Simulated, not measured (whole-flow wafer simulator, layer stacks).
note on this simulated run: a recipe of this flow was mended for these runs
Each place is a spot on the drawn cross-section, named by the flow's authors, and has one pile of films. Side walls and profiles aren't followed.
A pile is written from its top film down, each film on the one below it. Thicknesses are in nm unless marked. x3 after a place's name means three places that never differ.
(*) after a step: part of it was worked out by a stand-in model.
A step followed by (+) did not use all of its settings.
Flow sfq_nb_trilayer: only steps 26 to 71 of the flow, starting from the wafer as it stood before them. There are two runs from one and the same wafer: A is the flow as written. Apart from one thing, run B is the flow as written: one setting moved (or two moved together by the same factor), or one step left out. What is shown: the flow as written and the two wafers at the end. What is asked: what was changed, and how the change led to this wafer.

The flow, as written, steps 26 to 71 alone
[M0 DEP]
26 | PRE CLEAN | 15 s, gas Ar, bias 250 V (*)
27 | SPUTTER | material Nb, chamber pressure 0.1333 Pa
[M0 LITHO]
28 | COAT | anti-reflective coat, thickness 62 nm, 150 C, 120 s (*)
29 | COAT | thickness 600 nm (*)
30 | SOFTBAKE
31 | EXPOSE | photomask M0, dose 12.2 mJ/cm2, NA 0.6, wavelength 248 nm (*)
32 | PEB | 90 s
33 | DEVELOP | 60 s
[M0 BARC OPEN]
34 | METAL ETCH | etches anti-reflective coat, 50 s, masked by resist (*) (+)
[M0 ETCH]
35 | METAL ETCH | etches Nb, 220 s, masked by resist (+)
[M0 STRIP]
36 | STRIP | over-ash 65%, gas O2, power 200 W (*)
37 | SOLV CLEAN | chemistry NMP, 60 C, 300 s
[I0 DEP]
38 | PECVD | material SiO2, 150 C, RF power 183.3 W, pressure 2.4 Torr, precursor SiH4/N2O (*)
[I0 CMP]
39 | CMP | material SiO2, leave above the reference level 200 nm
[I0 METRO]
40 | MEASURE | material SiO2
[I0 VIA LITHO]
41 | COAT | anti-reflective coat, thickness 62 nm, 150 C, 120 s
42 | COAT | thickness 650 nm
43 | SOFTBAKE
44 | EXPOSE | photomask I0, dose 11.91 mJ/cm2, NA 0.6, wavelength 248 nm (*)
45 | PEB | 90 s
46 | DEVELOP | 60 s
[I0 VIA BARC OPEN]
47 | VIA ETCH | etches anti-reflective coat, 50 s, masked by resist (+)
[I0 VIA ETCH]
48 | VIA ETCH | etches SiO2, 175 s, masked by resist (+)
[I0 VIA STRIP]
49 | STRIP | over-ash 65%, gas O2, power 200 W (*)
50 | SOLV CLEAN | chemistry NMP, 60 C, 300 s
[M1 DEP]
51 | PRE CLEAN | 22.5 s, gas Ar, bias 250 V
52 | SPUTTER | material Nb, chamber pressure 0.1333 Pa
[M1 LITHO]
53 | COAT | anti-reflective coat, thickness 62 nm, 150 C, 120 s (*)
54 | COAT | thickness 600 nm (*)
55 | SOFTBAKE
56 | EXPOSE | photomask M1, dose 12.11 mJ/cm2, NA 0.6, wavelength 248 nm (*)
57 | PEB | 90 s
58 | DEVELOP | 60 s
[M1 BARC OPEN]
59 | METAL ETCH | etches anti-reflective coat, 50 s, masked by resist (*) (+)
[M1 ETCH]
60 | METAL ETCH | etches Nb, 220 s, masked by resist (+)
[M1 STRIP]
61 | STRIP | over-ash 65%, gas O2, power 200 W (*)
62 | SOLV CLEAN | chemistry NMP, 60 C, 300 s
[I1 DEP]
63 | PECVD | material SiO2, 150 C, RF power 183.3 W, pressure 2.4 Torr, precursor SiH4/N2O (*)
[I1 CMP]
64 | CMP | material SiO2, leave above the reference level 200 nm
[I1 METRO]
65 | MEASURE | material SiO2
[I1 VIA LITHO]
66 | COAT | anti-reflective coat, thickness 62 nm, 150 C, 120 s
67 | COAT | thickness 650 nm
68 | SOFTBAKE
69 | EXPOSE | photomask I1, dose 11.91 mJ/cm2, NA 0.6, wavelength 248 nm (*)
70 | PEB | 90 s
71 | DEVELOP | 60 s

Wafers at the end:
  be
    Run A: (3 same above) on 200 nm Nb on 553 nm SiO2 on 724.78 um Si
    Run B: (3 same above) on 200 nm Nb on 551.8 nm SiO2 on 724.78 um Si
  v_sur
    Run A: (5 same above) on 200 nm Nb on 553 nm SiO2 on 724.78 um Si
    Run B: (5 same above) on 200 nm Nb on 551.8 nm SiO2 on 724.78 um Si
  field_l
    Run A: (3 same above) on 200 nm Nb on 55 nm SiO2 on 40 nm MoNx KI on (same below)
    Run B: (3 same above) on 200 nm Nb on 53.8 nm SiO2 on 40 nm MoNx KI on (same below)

The reason: step 26, PRE CLEAN: bias 340 V was run, whereas the flow has bias 250 V.

The path from the change to this, step by step:
  26 | PRE CLEAN | 15 s, gas Ar, bias 250 V (*)
      field_l, v_sur, via_wl and 102 more: A -5 SiO2 | B -6.21 SiO2
      l0v: A -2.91 MoNx KI | B -3.91 MoNx KI
